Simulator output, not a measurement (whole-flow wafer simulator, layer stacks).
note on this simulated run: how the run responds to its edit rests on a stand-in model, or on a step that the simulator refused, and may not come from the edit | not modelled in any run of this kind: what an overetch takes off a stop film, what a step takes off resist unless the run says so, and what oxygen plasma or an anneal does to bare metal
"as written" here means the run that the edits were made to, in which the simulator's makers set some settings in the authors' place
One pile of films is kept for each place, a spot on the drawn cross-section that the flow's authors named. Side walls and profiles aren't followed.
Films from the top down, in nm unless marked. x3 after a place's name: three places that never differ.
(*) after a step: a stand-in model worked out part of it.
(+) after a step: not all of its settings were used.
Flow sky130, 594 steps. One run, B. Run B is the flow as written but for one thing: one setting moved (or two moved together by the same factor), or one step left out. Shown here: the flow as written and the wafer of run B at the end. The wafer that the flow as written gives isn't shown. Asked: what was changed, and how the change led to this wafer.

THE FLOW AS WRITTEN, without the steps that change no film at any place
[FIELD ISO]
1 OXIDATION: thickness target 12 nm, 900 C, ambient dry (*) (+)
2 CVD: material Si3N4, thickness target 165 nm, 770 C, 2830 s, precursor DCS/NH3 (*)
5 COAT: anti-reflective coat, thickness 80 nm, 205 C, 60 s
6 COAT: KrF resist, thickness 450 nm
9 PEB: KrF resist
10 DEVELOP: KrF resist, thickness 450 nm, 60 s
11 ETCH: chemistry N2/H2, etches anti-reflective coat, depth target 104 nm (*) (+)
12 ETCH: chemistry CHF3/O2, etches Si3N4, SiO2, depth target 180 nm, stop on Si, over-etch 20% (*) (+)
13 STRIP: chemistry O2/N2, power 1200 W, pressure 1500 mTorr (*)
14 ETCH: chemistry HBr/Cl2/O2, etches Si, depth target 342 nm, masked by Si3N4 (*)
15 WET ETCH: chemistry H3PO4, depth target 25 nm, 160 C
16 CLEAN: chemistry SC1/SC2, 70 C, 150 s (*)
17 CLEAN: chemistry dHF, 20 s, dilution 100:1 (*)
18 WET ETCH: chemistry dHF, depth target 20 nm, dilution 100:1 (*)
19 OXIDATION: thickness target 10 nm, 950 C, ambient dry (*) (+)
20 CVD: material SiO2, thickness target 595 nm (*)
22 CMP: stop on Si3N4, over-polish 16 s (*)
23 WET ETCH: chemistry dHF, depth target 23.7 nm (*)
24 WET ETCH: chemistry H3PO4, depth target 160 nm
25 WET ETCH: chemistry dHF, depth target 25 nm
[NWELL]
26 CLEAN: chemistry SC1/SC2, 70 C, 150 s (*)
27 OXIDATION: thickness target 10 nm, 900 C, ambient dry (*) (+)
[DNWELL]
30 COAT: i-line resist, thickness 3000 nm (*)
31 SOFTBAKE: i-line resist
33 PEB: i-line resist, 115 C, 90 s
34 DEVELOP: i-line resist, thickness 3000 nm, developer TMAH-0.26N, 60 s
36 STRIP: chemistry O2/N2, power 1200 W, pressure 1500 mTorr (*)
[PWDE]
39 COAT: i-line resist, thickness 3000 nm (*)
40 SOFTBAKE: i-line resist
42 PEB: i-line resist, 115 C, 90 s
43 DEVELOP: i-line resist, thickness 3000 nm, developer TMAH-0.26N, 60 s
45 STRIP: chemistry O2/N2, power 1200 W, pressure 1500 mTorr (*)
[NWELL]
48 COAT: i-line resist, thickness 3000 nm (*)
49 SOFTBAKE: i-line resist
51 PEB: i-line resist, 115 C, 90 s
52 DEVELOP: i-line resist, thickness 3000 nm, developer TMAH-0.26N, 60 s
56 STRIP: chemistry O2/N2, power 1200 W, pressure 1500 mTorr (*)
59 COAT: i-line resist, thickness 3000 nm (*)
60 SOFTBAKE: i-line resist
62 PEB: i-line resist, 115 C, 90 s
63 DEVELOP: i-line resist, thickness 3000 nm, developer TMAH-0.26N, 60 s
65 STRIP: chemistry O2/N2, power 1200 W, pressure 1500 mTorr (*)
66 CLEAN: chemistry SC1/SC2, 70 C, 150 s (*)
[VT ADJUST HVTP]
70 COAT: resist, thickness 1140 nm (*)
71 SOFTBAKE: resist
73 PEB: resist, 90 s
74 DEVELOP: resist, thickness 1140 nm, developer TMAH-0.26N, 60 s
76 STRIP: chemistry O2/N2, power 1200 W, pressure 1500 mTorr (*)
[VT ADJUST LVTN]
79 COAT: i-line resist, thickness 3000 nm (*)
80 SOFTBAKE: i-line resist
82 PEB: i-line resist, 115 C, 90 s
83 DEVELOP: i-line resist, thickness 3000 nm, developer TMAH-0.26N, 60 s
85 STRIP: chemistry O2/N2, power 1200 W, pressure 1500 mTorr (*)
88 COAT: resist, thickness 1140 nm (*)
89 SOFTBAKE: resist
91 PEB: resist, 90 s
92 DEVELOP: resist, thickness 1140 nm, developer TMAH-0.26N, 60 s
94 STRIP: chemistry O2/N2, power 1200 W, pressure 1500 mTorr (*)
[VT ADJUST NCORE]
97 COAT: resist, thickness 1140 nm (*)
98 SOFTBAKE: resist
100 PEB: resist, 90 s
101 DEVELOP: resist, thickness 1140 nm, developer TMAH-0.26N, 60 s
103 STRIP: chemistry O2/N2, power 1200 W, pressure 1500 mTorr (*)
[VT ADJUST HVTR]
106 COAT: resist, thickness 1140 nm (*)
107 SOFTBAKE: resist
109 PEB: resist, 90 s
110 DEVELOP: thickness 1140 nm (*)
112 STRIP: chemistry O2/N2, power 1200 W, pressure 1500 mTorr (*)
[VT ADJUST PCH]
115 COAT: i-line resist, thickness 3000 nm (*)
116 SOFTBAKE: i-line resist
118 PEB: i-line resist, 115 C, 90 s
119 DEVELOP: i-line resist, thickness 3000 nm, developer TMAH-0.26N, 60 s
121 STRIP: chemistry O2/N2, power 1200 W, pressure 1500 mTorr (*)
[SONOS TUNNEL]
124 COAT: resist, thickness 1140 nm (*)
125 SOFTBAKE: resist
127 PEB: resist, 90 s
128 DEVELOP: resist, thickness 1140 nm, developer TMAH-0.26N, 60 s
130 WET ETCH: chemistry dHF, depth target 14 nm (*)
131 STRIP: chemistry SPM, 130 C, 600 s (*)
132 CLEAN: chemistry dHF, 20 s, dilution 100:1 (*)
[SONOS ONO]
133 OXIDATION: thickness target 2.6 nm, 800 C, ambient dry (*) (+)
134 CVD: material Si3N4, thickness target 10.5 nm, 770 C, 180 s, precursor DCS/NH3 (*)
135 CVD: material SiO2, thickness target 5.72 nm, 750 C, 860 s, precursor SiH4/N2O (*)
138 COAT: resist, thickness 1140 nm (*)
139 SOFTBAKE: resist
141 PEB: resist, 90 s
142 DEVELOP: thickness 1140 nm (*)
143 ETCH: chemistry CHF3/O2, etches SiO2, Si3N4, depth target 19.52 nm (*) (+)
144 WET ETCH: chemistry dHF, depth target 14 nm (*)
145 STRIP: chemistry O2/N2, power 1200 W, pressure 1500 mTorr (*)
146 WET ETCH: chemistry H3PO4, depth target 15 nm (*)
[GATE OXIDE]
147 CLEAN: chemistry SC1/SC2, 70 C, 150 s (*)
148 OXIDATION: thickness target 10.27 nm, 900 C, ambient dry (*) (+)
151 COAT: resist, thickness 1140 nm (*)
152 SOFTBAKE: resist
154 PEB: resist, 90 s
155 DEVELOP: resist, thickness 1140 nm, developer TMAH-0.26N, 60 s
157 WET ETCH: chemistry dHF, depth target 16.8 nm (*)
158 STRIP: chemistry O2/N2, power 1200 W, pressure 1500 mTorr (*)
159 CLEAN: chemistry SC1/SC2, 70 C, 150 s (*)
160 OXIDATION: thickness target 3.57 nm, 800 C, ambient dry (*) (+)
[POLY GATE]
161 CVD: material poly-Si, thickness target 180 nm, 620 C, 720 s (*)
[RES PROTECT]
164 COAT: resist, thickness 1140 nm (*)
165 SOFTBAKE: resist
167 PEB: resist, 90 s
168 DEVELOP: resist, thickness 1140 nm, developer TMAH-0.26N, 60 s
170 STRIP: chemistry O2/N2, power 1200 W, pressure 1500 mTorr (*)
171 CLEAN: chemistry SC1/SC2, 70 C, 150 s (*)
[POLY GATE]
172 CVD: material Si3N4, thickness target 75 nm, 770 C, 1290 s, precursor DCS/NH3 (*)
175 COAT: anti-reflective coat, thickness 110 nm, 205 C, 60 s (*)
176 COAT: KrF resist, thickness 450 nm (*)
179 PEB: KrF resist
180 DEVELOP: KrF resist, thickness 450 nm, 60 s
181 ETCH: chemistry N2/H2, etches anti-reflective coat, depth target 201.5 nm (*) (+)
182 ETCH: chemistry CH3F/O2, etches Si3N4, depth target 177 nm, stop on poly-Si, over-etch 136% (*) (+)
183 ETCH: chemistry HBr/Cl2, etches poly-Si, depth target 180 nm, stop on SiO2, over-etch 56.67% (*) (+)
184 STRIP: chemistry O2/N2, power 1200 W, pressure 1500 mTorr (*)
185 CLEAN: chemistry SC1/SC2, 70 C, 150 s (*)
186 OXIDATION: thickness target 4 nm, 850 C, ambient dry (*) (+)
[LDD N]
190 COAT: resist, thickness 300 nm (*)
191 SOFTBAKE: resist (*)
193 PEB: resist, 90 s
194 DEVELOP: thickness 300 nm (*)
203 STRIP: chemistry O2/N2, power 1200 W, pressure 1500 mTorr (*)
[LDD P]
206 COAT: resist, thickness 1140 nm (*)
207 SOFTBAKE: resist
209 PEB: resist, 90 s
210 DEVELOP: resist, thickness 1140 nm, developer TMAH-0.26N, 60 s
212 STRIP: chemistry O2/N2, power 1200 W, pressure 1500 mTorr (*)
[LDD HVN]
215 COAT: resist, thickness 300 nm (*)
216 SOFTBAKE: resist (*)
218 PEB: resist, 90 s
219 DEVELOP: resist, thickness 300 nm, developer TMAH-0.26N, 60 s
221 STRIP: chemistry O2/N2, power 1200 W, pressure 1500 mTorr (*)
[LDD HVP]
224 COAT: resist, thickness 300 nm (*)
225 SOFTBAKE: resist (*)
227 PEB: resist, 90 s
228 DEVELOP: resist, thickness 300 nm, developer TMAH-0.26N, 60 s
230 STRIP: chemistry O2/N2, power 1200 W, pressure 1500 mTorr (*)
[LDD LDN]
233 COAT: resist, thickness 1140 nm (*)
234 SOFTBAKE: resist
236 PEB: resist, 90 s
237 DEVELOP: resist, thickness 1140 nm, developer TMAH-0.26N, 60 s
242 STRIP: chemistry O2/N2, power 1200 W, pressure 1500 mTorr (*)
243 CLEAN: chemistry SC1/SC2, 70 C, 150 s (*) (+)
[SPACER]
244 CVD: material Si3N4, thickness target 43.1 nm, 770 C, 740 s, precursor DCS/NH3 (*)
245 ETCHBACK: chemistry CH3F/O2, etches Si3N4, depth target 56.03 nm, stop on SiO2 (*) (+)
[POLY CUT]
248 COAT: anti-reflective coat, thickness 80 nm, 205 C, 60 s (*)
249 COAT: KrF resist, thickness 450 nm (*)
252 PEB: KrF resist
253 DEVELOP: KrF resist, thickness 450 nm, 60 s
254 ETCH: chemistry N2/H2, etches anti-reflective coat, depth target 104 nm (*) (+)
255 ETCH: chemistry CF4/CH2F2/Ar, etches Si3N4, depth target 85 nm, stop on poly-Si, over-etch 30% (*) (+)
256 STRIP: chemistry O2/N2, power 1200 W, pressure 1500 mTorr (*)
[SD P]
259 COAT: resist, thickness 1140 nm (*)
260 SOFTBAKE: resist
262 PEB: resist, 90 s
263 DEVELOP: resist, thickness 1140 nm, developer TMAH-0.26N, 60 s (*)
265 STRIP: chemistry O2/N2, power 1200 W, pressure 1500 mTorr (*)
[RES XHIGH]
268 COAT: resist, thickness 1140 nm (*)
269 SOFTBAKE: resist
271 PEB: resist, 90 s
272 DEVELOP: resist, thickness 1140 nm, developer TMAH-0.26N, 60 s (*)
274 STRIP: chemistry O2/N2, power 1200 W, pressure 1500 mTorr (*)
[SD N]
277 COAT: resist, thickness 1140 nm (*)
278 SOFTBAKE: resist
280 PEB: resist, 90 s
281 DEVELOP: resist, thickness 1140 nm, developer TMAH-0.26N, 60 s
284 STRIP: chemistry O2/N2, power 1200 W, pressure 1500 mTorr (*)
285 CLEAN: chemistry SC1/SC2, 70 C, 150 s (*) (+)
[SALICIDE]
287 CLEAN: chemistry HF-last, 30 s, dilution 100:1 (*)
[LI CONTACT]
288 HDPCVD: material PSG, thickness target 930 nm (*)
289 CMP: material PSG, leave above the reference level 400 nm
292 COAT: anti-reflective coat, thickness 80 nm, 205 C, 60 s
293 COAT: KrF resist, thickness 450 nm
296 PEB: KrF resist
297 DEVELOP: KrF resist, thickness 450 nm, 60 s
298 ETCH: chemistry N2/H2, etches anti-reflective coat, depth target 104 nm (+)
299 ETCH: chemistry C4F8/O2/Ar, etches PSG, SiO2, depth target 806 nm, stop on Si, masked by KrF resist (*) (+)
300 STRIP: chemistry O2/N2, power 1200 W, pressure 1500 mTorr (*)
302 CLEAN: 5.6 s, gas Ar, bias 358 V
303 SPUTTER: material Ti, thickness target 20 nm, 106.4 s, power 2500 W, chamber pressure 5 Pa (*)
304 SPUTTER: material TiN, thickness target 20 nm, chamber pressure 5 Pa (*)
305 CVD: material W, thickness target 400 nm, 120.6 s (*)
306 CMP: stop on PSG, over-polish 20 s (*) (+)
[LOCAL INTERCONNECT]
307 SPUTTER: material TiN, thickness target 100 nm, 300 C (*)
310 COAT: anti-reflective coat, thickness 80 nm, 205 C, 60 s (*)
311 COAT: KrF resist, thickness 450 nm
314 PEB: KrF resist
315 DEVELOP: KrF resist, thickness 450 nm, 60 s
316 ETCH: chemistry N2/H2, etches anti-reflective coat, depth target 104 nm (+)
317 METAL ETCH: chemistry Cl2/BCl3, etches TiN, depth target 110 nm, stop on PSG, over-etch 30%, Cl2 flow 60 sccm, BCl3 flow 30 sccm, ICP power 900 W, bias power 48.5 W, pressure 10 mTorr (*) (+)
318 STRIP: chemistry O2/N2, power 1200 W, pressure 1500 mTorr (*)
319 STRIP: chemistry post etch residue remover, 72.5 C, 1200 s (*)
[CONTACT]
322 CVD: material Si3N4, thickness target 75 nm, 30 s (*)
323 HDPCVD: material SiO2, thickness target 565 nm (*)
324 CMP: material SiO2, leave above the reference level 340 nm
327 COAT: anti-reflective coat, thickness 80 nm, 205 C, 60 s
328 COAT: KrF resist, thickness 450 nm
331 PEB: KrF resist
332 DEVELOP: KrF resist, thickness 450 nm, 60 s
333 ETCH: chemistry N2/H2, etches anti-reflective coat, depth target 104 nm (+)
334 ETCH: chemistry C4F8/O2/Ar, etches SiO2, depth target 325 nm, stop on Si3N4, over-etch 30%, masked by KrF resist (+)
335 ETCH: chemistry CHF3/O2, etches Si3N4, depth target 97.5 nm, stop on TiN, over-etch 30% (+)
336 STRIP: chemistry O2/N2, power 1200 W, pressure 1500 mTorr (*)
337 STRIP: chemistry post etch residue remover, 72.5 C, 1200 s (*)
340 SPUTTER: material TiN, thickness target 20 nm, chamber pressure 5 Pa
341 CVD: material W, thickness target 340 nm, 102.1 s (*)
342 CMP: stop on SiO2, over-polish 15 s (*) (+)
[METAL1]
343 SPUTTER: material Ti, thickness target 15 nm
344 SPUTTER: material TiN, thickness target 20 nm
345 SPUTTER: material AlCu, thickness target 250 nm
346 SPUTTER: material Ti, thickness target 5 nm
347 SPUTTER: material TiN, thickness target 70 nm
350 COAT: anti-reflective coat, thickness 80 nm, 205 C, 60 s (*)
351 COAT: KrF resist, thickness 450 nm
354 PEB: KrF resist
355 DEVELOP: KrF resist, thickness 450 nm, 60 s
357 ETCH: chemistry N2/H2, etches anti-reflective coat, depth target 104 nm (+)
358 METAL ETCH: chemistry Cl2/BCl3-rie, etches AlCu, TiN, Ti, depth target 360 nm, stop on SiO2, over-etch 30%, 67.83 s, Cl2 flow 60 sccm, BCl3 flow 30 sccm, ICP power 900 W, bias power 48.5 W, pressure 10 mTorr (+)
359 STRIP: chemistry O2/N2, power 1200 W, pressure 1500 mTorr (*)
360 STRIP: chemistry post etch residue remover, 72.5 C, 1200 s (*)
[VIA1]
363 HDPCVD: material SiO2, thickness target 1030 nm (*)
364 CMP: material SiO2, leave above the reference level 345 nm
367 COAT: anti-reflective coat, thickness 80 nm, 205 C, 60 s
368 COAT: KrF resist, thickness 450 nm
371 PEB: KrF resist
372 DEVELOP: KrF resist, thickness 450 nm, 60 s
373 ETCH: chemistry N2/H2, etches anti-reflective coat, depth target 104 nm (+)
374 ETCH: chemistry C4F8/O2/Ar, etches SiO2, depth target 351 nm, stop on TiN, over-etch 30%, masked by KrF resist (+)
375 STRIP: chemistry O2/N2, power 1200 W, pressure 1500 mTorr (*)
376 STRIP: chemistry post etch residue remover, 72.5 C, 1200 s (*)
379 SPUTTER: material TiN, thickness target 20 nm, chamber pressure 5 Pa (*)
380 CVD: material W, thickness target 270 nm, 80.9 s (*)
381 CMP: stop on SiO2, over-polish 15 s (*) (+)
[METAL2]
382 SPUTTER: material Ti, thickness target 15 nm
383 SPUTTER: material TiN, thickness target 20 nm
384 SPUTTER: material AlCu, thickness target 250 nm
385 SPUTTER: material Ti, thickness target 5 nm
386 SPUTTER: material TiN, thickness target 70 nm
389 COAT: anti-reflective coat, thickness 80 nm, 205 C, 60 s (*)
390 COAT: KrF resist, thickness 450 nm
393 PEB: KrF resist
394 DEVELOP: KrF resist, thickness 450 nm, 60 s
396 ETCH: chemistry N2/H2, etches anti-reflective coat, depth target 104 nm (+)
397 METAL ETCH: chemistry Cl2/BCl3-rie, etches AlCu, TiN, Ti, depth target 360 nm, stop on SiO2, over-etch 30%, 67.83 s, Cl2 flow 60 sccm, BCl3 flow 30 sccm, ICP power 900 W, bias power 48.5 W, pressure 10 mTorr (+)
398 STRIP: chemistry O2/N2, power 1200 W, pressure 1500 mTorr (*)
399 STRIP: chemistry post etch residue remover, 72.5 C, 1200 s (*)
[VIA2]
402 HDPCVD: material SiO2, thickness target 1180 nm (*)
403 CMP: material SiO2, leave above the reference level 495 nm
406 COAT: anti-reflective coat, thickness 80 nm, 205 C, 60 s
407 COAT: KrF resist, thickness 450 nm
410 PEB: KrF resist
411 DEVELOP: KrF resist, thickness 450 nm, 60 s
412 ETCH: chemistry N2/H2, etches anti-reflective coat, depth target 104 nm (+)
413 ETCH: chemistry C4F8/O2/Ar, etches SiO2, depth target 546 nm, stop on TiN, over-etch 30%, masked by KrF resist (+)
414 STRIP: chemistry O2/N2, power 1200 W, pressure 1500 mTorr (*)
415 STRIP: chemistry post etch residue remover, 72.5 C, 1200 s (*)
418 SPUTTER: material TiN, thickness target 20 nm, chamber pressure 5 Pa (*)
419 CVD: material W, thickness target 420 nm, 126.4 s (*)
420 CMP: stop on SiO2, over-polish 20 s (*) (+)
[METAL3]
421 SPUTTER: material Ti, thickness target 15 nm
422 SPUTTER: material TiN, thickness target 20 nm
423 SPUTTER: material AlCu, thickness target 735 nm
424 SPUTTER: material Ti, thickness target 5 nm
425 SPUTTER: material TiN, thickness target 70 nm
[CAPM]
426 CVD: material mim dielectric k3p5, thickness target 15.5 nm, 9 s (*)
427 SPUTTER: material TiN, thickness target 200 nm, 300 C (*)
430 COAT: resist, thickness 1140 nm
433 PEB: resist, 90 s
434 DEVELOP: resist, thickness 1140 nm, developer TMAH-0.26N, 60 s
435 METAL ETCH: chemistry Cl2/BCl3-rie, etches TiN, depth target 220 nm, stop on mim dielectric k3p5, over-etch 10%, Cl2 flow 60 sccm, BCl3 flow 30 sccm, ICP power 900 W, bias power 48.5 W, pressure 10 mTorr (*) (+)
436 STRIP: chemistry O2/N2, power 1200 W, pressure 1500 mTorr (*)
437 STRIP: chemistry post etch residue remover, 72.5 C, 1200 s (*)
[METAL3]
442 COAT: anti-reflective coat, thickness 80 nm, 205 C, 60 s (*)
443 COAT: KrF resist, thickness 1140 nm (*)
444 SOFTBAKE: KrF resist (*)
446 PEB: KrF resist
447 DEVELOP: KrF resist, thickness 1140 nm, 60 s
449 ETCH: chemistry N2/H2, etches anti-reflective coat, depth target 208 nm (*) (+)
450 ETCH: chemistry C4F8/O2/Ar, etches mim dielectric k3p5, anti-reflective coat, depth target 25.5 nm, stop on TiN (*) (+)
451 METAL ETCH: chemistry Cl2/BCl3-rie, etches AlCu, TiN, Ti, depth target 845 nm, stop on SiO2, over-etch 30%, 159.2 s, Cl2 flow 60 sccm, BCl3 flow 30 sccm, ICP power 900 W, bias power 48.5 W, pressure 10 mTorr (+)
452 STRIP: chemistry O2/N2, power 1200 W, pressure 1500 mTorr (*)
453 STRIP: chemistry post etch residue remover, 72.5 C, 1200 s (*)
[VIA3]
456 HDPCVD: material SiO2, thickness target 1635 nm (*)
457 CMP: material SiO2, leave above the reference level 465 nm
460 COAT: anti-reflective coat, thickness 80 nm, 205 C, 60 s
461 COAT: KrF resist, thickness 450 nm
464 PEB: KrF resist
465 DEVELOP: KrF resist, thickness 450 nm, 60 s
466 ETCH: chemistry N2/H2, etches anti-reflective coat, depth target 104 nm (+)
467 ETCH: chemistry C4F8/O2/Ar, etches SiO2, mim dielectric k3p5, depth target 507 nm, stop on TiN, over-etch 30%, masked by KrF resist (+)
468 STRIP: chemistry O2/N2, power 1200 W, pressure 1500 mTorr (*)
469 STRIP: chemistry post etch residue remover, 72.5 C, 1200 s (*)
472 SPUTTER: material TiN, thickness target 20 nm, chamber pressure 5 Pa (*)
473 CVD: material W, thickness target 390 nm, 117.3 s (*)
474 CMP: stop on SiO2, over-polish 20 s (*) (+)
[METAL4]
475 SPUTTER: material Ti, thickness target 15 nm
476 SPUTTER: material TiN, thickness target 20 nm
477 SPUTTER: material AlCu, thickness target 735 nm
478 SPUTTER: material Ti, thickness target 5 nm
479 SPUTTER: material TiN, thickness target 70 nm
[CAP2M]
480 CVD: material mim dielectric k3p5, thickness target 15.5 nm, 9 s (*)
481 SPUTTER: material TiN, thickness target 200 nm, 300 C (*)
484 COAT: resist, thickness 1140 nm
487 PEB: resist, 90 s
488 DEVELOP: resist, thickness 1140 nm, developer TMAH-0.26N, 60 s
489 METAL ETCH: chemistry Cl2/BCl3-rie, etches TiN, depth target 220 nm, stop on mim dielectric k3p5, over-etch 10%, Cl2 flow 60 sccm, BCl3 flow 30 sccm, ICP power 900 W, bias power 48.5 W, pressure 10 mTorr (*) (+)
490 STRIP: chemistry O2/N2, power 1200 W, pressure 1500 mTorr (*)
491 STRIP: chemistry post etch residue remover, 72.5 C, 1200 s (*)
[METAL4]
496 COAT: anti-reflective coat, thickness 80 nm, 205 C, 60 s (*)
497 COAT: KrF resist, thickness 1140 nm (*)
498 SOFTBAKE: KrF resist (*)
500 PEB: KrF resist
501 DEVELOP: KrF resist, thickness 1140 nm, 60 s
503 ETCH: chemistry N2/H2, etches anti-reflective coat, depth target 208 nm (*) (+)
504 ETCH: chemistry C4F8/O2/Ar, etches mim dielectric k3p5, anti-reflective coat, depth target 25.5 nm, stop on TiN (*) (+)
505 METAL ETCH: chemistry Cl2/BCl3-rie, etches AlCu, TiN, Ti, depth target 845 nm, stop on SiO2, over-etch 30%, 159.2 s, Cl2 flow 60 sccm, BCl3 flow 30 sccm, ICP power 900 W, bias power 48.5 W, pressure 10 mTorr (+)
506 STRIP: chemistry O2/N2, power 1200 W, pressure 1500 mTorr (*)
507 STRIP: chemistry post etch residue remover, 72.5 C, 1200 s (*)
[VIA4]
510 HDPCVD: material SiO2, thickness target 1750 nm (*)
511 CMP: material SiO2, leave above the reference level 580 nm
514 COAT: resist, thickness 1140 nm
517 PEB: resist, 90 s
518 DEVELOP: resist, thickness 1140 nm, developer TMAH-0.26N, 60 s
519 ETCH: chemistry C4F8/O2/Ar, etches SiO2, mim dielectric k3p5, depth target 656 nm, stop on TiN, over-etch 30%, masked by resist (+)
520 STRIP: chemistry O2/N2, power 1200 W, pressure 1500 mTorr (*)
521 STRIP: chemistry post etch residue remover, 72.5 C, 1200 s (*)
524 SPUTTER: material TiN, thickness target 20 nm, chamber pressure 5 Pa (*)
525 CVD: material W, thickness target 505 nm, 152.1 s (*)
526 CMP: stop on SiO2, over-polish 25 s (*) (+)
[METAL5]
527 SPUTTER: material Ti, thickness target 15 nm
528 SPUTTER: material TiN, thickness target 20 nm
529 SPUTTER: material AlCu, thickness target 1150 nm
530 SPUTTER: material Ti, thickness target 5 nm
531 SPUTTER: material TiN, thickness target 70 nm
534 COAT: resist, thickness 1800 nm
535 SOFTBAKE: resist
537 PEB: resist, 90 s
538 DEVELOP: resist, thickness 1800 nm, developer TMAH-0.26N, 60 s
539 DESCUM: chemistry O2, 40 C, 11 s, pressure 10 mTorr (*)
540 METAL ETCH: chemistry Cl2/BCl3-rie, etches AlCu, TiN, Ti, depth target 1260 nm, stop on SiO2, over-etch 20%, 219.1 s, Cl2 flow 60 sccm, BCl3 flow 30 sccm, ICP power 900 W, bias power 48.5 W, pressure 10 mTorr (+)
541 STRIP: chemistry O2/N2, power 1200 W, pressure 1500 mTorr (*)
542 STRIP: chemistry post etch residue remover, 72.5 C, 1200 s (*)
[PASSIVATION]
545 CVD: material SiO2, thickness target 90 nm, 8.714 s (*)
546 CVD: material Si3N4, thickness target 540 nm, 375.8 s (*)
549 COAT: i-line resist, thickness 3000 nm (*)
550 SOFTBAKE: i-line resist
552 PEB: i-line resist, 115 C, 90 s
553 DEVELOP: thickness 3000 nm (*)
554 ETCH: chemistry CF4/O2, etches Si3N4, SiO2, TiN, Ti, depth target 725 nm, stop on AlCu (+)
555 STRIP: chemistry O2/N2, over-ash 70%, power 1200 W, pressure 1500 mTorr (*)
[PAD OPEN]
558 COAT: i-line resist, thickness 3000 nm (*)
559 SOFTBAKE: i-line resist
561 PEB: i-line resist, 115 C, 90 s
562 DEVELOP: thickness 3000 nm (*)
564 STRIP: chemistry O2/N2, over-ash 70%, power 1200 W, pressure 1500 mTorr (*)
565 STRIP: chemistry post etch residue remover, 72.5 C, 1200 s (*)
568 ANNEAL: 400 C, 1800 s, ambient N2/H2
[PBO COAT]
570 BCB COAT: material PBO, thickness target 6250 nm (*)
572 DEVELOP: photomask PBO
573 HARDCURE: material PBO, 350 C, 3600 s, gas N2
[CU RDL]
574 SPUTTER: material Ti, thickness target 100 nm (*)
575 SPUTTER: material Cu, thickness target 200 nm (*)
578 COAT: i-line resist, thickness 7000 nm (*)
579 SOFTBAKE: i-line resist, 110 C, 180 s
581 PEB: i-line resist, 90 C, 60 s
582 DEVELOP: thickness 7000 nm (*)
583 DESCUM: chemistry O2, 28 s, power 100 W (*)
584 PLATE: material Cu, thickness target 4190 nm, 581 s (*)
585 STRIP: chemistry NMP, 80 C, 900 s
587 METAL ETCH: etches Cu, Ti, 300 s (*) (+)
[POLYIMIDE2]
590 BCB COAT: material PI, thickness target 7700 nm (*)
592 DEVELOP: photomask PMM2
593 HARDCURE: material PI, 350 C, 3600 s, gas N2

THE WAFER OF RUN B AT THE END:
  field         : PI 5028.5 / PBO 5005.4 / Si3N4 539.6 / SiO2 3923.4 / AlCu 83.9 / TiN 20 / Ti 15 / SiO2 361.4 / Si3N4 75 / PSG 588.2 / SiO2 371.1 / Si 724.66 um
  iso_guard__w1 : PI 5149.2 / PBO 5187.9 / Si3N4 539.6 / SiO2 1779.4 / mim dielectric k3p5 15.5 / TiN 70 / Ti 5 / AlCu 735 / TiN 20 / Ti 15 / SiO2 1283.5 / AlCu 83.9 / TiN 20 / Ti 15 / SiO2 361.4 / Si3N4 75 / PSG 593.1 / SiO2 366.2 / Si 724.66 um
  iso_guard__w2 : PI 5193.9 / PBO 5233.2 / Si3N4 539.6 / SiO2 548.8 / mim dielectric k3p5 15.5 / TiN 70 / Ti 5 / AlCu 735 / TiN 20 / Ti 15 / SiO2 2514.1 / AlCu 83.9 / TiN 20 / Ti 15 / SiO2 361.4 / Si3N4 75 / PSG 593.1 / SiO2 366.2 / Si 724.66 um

The cause: step 358, METAL ETCH: depth target 180 nm was run, where the flow has depth target 360 nm.

How the change led to this, step by step:
  358 METAL ETCH: chemistry Cl2/BCl3-rie, etches AlCu, TiN, Ti, depth target 360 nm, stop on SiO2, over-etch 30%, 67.83 s, Cl2 flow 60 sccm, BCl3 flow 30 sccm, ICP power 900 W, bias power 48.5 W, pressure 10 mTorr (+)
      field, active, gate and 81 more: TiN -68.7 (all of it), Ti -5 (all of it), AlCu -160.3 (as written it would be: TiN -68.7 (all of it), Ti -5 (all of it), AlCu -250 (all of it), TiN -20 (all of it), Ti -15 (all of it), SiO2 -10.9)
      n_well, p_well, gate_hv and 104 more: KrF resist -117 (as written it would be: KrF resist -234)
  359 STRIP: chemistry O2/N2, power 1200 W, pressure 1500 mTorr (*)
      n_well, p_well, gate_hv and 100 more: KrF resist -258.4 (all of it), anti-reflective coat -80 (all of it) (as written it would be: KrF resist -141.4 (all of it), anti-reflective coat -80 (all of it))
      poly_licon, rpo_hd_licon: KrF resist -258.5 (all of it), anti-reflective coat -80.4 (all of it) (as written it would be: KrF resist -141.5 (all of it), anti-reflective coat -80.4 (all of it))
      (and at 2 more places)
  360 STRIP: chemistry post etch residue remover, 72.5 C, 1200 s (*)
      field, active, gate and 81 more: AlCu -5.72 (as written it would be: nothing)
  363 HDPCVD: material SiO2, thickness target 1030 nm (*)
      field, active, gate and 81 more: SiO2 +1030 (new film) (as written it would be: SiO2 +1030)
  364 CMP: material SiO2, leave above the reference level 345 nm
      field, active, gate and 81 more: SiO2 -518.9 (as written it would be: SiO2 -389.1)
Counting metal films that touch as one body, field has 1 body; the flow as written gives 0 bodies.
Counting metal films that touch as one body, iso_guard__w1 has 2 bodies (between them, from the top down: SiO2 1283.5); the flow as written gives 1 body.
Counting metal films that touch as one body, iso_guard__w2 has 2 bodies (between them, from the top down: SiO2 2514.1); the flow as written gives 1 body.
